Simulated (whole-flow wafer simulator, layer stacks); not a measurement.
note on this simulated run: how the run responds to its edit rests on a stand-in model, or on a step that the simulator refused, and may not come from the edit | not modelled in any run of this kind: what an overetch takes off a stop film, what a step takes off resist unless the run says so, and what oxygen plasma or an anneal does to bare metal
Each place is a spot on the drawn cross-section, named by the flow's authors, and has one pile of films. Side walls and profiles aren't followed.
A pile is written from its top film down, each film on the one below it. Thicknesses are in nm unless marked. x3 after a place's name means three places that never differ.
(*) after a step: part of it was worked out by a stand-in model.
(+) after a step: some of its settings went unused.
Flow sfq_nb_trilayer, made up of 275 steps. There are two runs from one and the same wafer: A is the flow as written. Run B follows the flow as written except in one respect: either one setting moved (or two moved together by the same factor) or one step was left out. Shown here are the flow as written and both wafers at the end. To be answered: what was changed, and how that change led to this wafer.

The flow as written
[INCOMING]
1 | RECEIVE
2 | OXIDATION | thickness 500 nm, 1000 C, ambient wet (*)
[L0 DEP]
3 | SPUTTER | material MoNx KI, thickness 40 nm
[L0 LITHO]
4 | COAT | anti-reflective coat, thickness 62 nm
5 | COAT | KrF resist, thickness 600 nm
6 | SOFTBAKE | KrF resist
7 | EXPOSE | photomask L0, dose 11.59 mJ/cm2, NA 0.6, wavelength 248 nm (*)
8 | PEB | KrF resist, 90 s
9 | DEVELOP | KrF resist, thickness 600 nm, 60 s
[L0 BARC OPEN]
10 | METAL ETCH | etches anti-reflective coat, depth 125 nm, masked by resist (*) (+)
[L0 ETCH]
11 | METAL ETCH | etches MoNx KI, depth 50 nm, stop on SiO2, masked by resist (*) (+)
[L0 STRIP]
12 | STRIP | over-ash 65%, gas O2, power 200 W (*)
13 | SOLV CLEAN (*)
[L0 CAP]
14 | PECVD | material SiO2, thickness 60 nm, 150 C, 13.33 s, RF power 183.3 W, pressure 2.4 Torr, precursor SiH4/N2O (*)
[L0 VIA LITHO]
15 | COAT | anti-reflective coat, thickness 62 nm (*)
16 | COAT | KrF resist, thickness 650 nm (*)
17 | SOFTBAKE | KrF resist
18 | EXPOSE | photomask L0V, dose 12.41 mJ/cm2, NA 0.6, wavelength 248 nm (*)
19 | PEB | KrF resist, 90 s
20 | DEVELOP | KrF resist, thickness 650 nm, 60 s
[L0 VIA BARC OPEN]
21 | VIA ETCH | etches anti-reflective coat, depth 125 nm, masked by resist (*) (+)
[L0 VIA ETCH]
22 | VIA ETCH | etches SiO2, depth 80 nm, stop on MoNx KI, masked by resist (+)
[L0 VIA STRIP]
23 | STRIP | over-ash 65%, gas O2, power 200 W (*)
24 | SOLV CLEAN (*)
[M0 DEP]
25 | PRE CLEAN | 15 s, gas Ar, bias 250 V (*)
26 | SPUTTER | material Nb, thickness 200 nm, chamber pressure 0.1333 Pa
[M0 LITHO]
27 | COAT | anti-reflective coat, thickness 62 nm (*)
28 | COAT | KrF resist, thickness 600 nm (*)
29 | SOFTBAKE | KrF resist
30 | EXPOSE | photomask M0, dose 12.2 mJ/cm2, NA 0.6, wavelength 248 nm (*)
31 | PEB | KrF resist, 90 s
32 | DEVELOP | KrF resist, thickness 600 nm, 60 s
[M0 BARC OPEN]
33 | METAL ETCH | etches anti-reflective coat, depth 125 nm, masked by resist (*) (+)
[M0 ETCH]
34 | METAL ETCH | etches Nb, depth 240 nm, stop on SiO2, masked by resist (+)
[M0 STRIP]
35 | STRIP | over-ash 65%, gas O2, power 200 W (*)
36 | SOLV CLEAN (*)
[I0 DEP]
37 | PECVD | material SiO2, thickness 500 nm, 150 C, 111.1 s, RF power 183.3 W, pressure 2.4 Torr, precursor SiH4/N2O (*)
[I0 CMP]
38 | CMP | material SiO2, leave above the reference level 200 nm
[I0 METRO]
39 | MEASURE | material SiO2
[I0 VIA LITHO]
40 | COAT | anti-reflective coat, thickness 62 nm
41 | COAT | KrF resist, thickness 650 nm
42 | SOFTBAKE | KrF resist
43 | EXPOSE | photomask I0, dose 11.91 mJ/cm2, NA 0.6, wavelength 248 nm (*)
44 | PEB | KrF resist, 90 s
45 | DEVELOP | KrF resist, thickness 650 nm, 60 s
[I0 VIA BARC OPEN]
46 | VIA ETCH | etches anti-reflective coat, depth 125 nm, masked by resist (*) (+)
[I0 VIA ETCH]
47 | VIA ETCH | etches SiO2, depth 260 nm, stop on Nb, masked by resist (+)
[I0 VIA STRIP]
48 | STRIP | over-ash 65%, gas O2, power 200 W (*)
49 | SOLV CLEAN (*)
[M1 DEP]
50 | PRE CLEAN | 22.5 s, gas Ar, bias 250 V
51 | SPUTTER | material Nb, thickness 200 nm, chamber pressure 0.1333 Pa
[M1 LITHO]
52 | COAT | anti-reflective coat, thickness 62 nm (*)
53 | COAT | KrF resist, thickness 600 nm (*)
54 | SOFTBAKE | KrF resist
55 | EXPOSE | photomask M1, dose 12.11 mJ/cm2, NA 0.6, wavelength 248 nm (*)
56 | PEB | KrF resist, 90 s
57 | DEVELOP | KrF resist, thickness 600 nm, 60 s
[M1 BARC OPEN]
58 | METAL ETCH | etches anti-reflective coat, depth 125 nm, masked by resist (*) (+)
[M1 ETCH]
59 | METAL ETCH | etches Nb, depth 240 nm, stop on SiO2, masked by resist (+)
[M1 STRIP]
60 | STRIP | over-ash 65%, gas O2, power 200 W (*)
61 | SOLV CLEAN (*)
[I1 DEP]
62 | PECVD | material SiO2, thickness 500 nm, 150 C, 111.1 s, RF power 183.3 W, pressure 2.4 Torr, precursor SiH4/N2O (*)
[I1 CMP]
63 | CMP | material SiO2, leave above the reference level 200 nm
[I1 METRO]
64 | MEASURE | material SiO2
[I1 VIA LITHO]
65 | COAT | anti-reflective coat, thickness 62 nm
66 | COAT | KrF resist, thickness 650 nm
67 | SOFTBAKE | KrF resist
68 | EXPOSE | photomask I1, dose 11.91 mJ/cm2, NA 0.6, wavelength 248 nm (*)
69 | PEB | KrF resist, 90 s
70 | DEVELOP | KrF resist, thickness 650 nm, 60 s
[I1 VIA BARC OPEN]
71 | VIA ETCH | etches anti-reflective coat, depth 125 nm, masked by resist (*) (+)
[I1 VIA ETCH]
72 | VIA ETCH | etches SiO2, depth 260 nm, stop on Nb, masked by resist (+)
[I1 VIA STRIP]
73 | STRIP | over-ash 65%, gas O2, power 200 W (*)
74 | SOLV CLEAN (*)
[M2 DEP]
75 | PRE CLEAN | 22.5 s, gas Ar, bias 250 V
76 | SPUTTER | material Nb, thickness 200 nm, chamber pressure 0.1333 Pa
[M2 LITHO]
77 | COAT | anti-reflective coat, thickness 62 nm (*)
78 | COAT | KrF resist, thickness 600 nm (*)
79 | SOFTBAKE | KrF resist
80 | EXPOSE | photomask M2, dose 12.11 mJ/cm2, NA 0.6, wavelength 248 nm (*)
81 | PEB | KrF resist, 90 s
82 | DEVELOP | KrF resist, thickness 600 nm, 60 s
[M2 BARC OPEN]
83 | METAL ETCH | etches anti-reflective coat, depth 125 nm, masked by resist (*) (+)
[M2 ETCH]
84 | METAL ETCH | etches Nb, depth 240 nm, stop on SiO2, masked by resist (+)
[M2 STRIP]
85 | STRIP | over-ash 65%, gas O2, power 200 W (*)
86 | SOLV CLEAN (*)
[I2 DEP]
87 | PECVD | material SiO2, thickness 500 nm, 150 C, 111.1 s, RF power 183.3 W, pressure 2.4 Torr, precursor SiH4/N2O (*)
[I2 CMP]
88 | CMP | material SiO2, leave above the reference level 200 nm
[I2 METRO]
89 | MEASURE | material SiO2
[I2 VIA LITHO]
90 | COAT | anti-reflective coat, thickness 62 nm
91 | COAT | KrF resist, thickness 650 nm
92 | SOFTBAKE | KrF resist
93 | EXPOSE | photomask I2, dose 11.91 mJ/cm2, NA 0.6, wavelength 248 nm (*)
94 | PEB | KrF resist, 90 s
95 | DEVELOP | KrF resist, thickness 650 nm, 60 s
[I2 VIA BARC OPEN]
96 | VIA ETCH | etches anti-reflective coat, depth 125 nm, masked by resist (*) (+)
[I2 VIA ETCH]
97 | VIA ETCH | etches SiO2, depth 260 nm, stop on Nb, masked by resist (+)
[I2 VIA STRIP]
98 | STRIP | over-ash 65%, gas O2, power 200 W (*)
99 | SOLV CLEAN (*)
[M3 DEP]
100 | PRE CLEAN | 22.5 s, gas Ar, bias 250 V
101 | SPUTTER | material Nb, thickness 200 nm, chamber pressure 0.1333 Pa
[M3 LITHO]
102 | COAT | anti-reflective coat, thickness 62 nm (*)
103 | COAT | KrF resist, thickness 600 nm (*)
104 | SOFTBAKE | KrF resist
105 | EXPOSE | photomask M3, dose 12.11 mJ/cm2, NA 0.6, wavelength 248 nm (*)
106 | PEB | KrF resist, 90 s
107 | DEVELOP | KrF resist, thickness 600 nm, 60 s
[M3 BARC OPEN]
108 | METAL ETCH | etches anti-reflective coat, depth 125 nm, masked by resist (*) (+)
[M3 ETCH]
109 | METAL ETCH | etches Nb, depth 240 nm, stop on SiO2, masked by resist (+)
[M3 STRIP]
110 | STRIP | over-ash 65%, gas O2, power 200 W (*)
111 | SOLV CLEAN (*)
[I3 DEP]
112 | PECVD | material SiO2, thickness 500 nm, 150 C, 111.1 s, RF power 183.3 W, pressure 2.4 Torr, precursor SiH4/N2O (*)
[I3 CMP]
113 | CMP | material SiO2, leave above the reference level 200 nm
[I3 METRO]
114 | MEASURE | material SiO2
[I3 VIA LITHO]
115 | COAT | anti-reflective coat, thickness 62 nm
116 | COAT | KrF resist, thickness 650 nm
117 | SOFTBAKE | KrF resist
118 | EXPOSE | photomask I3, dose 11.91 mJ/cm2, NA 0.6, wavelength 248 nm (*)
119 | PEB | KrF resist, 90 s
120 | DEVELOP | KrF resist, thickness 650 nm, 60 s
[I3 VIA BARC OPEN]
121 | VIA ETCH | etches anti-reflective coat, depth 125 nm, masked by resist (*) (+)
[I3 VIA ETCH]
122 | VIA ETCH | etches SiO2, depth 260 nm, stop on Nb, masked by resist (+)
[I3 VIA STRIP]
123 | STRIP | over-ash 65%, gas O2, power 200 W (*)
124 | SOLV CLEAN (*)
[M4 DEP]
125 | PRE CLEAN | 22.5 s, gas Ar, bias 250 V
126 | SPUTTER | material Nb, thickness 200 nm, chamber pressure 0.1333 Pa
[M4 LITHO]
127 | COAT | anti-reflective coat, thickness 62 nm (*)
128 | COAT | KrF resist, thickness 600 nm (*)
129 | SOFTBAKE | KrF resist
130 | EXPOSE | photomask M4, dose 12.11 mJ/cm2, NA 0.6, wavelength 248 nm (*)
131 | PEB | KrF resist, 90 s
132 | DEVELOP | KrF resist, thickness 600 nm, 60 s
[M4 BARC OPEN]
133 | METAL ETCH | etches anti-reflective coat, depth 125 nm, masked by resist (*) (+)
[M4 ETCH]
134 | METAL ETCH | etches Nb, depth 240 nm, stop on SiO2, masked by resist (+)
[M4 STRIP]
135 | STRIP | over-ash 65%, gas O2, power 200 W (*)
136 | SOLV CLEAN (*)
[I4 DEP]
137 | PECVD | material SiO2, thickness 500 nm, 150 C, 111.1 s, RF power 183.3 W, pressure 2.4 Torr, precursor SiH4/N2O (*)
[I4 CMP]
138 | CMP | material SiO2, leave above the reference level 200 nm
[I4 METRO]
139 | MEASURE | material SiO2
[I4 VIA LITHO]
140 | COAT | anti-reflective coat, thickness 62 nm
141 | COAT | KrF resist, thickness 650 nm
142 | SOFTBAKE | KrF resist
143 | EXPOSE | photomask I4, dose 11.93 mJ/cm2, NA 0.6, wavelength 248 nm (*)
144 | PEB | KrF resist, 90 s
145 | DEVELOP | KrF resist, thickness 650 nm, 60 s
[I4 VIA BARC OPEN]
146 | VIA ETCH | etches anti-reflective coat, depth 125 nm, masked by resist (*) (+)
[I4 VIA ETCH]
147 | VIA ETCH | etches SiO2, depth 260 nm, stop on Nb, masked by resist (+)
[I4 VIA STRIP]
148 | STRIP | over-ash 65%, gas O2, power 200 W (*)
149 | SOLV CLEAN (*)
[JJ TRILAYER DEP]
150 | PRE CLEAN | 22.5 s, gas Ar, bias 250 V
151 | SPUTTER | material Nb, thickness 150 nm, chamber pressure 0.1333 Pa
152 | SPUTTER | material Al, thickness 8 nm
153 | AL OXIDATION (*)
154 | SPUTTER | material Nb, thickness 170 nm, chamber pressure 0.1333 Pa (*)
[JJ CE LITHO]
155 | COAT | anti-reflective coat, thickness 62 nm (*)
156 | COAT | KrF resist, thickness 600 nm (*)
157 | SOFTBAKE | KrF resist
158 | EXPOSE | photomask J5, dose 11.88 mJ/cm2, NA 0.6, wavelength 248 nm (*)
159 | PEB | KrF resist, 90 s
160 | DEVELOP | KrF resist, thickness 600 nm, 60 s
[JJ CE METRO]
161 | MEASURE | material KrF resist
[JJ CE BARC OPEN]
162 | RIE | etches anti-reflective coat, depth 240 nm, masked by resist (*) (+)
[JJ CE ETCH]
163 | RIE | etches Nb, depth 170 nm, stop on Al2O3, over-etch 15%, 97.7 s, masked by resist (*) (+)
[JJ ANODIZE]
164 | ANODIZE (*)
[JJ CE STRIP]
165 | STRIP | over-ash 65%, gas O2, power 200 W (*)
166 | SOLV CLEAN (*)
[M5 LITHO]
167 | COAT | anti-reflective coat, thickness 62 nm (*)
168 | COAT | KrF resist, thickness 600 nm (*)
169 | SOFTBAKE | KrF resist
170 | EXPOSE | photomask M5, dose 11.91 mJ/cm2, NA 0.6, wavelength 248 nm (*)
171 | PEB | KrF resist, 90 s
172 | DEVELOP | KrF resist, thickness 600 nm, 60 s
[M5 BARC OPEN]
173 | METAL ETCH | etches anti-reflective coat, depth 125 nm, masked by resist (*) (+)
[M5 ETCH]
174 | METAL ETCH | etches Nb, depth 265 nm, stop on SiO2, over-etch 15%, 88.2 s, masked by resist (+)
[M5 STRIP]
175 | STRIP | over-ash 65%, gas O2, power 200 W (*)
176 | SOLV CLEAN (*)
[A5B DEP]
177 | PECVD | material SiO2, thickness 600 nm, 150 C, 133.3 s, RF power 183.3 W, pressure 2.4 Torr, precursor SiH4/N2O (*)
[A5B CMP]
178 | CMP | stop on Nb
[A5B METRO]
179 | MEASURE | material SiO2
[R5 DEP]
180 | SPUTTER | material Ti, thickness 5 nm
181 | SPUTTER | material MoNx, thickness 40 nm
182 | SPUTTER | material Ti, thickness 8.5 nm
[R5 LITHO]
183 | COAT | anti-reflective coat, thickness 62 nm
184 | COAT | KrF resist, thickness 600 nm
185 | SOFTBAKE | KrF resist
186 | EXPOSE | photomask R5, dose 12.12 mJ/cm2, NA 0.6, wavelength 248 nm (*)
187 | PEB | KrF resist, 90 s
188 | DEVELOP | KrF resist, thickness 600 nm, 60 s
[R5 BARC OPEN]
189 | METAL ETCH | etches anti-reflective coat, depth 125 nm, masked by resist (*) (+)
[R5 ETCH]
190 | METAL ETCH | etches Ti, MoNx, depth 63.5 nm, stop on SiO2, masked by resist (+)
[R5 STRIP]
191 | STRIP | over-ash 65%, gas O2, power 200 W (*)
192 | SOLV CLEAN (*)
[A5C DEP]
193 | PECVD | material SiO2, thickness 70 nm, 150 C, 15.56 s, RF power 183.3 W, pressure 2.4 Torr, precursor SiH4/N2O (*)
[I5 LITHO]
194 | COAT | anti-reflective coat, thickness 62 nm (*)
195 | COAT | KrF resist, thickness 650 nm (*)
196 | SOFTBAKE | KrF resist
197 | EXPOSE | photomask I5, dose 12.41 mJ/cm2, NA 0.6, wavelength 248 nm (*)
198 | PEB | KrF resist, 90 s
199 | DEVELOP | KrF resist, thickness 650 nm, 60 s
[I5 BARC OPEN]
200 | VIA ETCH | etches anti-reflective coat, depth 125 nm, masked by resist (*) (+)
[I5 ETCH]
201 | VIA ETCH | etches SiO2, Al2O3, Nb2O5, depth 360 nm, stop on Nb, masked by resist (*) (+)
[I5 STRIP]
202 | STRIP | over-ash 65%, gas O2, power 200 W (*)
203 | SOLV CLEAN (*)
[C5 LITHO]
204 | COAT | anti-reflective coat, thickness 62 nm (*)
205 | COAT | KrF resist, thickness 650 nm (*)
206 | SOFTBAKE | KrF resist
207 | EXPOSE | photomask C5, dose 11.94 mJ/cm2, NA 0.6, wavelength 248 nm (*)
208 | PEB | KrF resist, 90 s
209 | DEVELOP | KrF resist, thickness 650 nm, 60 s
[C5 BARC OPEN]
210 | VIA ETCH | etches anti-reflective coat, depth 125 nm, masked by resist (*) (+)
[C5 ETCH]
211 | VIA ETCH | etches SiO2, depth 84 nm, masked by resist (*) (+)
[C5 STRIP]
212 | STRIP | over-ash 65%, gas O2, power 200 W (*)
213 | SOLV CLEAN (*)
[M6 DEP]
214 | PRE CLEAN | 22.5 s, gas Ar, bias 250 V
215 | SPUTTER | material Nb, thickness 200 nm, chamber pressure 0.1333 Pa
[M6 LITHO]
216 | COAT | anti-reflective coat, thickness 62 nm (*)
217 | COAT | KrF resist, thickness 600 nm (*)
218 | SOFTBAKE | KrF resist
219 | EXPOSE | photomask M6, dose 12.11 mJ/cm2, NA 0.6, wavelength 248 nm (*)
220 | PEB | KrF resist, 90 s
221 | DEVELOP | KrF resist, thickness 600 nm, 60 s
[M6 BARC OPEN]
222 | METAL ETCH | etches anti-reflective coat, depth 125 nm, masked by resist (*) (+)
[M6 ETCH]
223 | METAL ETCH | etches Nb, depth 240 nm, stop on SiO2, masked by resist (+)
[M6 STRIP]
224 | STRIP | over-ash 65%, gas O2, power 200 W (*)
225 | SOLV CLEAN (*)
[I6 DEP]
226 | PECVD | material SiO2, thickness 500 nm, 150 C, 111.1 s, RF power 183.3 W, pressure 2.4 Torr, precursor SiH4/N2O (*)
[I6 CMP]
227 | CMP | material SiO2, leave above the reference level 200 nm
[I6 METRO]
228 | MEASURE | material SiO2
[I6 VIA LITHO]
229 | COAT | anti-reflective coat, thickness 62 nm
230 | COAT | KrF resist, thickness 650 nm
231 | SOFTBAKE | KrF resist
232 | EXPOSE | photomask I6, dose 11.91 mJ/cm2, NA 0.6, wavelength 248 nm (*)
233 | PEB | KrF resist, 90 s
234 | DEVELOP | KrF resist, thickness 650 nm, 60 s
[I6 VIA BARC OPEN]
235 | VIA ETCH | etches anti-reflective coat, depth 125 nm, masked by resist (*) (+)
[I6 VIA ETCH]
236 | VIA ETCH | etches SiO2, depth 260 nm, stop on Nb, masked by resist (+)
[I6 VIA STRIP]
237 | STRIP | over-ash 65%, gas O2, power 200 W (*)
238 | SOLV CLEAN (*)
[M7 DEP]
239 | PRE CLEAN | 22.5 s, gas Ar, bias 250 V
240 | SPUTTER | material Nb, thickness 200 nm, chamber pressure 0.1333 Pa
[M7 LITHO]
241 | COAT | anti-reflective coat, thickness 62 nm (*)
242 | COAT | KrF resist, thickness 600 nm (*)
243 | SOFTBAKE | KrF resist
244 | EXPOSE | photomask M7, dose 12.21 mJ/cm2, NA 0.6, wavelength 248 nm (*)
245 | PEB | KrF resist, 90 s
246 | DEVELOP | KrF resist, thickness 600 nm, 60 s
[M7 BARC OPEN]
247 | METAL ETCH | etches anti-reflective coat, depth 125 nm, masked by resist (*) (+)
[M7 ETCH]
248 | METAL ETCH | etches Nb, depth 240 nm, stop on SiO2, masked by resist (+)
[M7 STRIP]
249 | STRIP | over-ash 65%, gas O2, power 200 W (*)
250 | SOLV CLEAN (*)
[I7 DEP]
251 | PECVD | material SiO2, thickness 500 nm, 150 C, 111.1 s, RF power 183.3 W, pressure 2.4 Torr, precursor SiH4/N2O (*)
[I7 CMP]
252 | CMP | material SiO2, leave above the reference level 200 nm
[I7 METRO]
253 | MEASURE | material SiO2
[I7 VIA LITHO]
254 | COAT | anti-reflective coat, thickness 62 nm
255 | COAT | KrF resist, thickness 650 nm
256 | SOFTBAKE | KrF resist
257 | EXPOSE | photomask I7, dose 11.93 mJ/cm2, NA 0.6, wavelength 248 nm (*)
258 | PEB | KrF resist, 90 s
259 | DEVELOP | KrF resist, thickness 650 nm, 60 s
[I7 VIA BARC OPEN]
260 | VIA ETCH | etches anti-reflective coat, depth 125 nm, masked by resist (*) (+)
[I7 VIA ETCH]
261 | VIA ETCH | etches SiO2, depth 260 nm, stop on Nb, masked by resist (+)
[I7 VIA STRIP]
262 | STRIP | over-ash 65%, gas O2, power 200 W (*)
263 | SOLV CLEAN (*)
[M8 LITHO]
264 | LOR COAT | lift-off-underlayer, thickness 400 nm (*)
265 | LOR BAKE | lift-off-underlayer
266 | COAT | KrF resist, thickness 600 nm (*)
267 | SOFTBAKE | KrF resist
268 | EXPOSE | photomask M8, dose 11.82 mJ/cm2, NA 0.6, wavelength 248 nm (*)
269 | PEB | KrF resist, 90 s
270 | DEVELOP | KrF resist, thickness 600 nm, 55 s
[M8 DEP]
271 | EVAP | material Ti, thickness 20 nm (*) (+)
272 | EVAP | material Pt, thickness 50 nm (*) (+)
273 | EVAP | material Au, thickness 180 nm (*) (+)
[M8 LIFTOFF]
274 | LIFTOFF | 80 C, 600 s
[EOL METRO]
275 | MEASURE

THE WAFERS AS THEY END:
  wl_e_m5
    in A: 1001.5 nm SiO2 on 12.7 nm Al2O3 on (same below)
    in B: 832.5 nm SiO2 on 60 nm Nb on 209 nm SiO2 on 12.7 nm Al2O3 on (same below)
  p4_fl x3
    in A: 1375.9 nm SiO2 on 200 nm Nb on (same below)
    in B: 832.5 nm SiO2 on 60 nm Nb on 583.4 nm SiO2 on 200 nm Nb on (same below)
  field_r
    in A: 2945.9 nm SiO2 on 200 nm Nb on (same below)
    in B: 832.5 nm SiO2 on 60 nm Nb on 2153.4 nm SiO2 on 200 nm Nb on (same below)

The reason: step 215, SPUTTER: thickness 300 nm was run, while the flow as written has thickness 200 nm.

The path from the change to this, step by step:
  215 | SPUTTER | material Nb, thickness 200 nm, chamber pressure 0.1333 Pa
      field_l, v_sur, via_wl and 100 more: A +200 Nb (new film) | B +300 Nb (new film)
      be: A +147.3 Nb | B +219.4 Nb
      (also at 2 further places)
  216 | COAT | anti-reflective coat, thickness 62 nm (*)
      be: A +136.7 anti-reflective coat (new film) | B +146.4 anti-reflective coat (new film)
      be_sur: A +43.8 anti-reflective coat (new film) | B +44.8 anti-reflective coat (new film)
      (also at 2 further places)
  223 | METAL ETCH | etches Nb, depth 240 nm, stop on SiO2, masked by resist (+)
      field_l, gap, moat and 76 more: A -200 Nb (all of it) | B -240 Nb
  224 | STRIP | over-ash 65%, gas O2, power 200 W (*)
      be: A -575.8 KrF resist (all of it), -136.7 anti-reflective coat (all of it) | B -591.4 KrF resist (all of it), -146.4 anti-reflective coat (all of it)
      be_sur: A -371.2 KrF resist (all of it), -43.8 anti-reflective coat (all of it) | B -368.7 KrF resist (all of it), -44.8 anti-reflective coat (all of it)
      (also at 2 further places)
  226 | PECVD | material SiO2, thickness 500 nm, 150 C, 111.1 s, RF power 183.3 W, pressure 2.4 Torr, precursor SiH4/N2O (*)
      field_l, p4_fl x3, p4_w1 x9 and 52 more: A +500 SiO2 | B +500 SiO2 (new film)
      moat, field_r, lsp_l, ln_m5, lsp_m: A +493.6 SiO2 | B +492.3 SiO2 (new film)
      (also at 10 further places)
  227 | CMP | material SiO2, leave above the reference level 200 nm
      field_l, p4_fl x3, p4_w1 x9 and 49 more: A -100 SiO2 | B -60 SiO2
      moat, field_r, lsp_l, ln_m5, lsp_m: A -93.6 SiO2 | B -52.3 SiO2
      (also at 9 further places)
Taking metal films that touch as one body, wl_e_m5 has 7 bodies (between them, from the top down: SiO2 209 / Al2O3 12.7 / Nb2O5 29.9; SiO2 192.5; SiO2 192.5; SiO2 192.5; SiO2 192.5; SiO2 192.5); the flow as written gives 6 bodies (between them, from the top down: SiO2 192.5; SiO2 192.5; SiO2 192.5; SiO2 192.5; SiO2 192.5).
Taking metal films that touch as one body, p4_fl x3 has 3 bodies (between them, from the top down: SiO2 583.4; SiO2 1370); the flow as written gives 2 bodies (between them, from the top down: SiO2 1370).
Taking metal films that touch as one body, field_r has 2 bodies (between them, from the top down: SiO2 2153.4); the flow as written gives 1 body.
